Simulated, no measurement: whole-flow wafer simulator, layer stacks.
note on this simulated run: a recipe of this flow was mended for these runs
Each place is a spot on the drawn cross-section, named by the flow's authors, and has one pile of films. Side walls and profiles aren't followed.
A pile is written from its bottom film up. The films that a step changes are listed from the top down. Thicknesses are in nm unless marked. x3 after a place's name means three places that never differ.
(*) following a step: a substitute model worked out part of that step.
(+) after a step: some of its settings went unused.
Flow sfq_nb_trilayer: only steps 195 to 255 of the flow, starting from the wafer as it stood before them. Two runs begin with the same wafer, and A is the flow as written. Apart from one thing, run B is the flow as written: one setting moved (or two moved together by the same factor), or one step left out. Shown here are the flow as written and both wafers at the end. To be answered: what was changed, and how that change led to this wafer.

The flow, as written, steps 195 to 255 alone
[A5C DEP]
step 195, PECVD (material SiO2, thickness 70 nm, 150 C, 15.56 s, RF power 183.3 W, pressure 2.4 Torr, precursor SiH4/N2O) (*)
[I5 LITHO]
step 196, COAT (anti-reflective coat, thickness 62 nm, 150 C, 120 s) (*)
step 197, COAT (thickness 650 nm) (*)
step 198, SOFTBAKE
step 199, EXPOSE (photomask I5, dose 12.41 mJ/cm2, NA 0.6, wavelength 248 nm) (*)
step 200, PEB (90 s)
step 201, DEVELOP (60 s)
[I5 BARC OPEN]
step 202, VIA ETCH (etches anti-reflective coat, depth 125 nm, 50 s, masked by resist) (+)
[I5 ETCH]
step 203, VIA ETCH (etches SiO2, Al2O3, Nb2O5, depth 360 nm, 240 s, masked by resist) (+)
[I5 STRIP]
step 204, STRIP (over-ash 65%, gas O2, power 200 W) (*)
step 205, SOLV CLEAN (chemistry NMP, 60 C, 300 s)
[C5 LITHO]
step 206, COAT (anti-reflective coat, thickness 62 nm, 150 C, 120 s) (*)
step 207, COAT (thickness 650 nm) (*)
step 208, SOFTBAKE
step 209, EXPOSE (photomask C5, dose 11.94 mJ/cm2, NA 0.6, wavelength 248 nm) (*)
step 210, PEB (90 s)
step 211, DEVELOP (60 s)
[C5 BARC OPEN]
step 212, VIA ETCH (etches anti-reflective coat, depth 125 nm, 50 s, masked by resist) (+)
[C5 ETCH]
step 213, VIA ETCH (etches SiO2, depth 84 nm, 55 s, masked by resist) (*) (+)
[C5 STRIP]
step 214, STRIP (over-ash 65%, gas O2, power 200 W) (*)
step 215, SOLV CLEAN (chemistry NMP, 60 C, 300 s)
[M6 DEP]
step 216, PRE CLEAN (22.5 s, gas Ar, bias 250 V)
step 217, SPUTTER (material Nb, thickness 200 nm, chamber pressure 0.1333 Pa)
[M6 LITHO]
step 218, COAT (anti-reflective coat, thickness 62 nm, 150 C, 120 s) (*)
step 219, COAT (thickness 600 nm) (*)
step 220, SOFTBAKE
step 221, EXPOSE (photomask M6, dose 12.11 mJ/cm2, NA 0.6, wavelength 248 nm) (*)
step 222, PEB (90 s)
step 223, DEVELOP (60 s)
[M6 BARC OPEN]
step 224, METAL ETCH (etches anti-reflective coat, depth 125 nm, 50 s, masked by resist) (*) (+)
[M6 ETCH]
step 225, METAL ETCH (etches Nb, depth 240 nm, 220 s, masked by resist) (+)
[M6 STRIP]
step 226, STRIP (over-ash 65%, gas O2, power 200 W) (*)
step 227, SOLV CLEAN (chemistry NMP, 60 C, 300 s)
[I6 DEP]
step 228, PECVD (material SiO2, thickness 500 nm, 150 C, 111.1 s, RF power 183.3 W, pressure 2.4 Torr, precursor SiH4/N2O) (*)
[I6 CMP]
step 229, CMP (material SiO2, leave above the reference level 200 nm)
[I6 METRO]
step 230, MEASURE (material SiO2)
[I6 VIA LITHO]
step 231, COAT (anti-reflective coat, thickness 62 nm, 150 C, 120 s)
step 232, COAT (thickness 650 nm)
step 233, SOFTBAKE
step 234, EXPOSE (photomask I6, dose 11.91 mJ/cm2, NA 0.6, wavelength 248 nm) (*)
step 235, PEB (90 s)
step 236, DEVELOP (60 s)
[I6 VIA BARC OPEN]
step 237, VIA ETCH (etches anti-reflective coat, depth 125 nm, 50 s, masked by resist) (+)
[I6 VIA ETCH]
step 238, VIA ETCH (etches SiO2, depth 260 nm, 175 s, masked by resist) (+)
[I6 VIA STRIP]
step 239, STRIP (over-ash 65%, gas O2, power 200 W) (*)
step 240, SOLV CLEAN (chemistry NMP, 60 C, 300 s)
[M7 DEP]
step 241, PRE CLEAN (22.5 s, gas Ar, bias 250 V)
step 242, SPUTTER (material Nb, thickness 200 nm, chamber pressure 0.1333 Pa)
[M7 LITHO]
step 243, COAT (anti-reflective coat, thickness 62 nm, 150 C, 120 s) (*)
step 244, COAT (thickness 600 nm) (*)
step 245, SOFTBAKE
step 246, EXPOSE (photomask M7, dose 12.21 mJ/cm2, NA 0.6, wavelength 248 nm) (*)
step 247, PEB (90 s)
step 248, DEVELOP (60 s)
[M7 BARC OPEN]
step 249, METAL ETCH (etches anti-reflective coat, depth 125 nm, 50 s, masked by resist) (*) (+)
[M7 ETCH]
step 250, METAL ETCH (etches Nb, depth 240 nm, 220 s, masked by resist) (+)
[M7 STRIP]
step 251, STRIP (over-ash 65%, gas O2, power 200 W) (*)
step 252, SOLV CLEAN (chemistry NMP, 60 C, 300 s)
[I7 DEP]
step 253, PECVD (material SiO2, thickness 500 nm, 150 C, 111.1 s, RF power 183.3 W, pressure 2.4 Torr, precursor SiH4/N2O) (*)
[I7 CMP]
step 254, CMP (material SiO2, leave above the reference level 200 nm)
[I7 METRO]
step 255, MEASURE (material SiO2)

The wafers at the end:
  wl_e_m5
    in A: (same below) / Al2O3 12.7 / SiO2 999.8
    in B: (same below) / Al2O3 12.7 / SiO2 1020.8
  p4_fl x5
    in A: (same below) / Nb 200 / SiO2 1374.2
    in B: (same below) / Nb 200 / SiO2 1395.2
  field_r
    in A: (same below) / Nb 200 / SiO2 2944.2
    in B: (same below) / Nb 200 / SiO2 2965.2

The reason: step 195, PECVD: 20.22 s was run, while the flow as written has 15.56 s.

The path from the change to this, step by step:
  step 195, PECVD (material SiO2, thickness 70 nm, 150 C, 15.56 s, RF power 183.3 W, pressure 2.4 Torr, precursor SiH4/N2O) (*)
      field_l, v_sur, via_wl and 92 more: A SiO2 gains 70 | B SiO2 gains 91
      ce_l, c5j, ce_r and 8 more: A SiO2 gains 70 (new film) | B SiO2 gains 91 (new film)
  step 196, COAT (anti-reflective coat, thickness 62 nm, 150 C, 120 s) (*)
      r5r_line_l, r5r_line_c, r5r_line_r: A anti-reflective coat gains 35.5 (new film) | B anti-reflective coat gains 36.3 (new film)
  step 203, VIA ETCH (etches SiO2, Al2O3, Nb2O5, depth 360 nm, 240 s, masked by resist) (+)
      be: A SiO2 loses 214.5 (all of it), Al2O3 loses 12.7 (all of it), Nb2O5 loses 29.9 (all of it), Nb loses 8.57 | B SiO2 loses 235.5 (all of it), Al2O3 loses 12.7 (all of it), Nb2O5 loses 29.9 (all of it), Nb loses 6.82
  step 204, STRIP (over-ash 65%, gas O2, power 200 W) (*)
      r5r_line_l, r5r_line_c, r5r_line_r: A KrF-resist-other-grade loses 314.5 (all of it), anti-reflective coat loses 35.5 (all of it) | B KrF-resist-other-grade loses 314.5 (all of it), anti-reflective coat loses 36.3 (all of it)
  step 206, COAT (anti-reflective coat, thickness 62 nm, 150 C, 120 s) (*)
      r5r_line_l, r5r_line_c, r5r_line_r: A anti-reflective coat gains 35.5 (new film) | B anti-reflective coat gains 36.3 (new film)
      be: A anti-reflective coat gains 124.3 (new film) | B anti-reflective coat gains 127.3 (new film)
  step 213, VIA ETCH (etches SiO2, depth 84 nm, 55 s, masked by resist) (*) (+)
      c5j: A SiO2 loses 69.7 (all of it), Nb loses 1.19 | B SiO2 loses 84
      res: A SiO2 loses 69.7 (all of it), Ti loses 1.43 | B SiO2 loses 84
  step 214, STRIP (over-ash 65%, gas O2, power 200 W) (*)
      r5r_line_l, r5r_line_c, r5r_line_r: A KrF-resist-other-grade loses 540 (all of it), anti-reflective coat loses 35.5 (all of it) | B KrF-resist-other-grade loses 540.1 (all of it), anti-reflective coat loses 36.3 (all of it)
      be: A KrF-resist-other-grade loses 705.8 (all of it), anti-reflective coat loses 124.3 (all of it) | B KrF-resist-other-grade loses 719.5 (all of it), anti-reflective coat loses 127.3 (all of it)
  step 216, PRE CLEAN (22.5 s, gas Ar, bias 250 V)
      c5j: A Nb loses 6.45 | B SiO2 loses 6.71 (all of it), Nb loses 0.77
      res: A Ti loses 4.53 | B SiO2 loses 6.63 (all of it), Ti loses 0.71
  step 217, SPUTTER (material Nb, thickness 200 nm, chamber pressure 0.1333 Pa)
      be: A Nb gains 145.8 | B Nb gains 141.5
      c5j: A Nb gains 188.4 | B Nb gains 183.2
  step 218, COAT (anti-reflective coat, thickness 62 nm, 150 C, 120 s) (*)
      be: A anti-reflective coat gains 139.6 (new film) | B anti-reflective coat gains 143 (new film)
      jj_sur: A anti-reflective coat gains 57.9 (new film) | B anti-reflective coat gains 55.3 (new film)
      (also at 7 further places)
  step 219, COAT (thickness 600 nm) (*)
      be: A KrF-resist-other-grade gains 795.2 (new film) | B KrF-resist-other-grade gains 812 (new film)
  step 226, STRIP (over-ash 65%, gas O2, power 200 W) (*)
      be: A KrF-resist-other-grade loses 559.4 (all of it), anti-reflective coat loses 139.6 (all of it) | B KrF-resist-other-grade loses 576.1 (all of it), anti-reflective coat loses 143 (all of it)
      jj_sur: A KrF-resist-other-grade loses 361.7 (all of it), anti-reflective coat loses 57.9 (all of it) | B KrF-resist-other-grade loses 362.4 (all of it), anti-reflective coat loses 55.3 (all of it)
      (also at 7 further places)
  step 228, PECVD (material SiO2, thickness 500 nm, 150 C, 111.1 s, RF power 183.3 W, pressure 2.4 Torr, precursor SiH4/N2O) (*)
      be: A SiO2 gains 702 (new film) | B SiO2 gains 725.4 (new film)
      c5j: A SiO2 gains 514.7 (new film) | B SiO2 gains 534 (new film)
  step 229, CMP (material SiO2, leave above the reference level 200 nm)
      res: A SiO2 loses 279.3 | B SiO2 loses 260.4
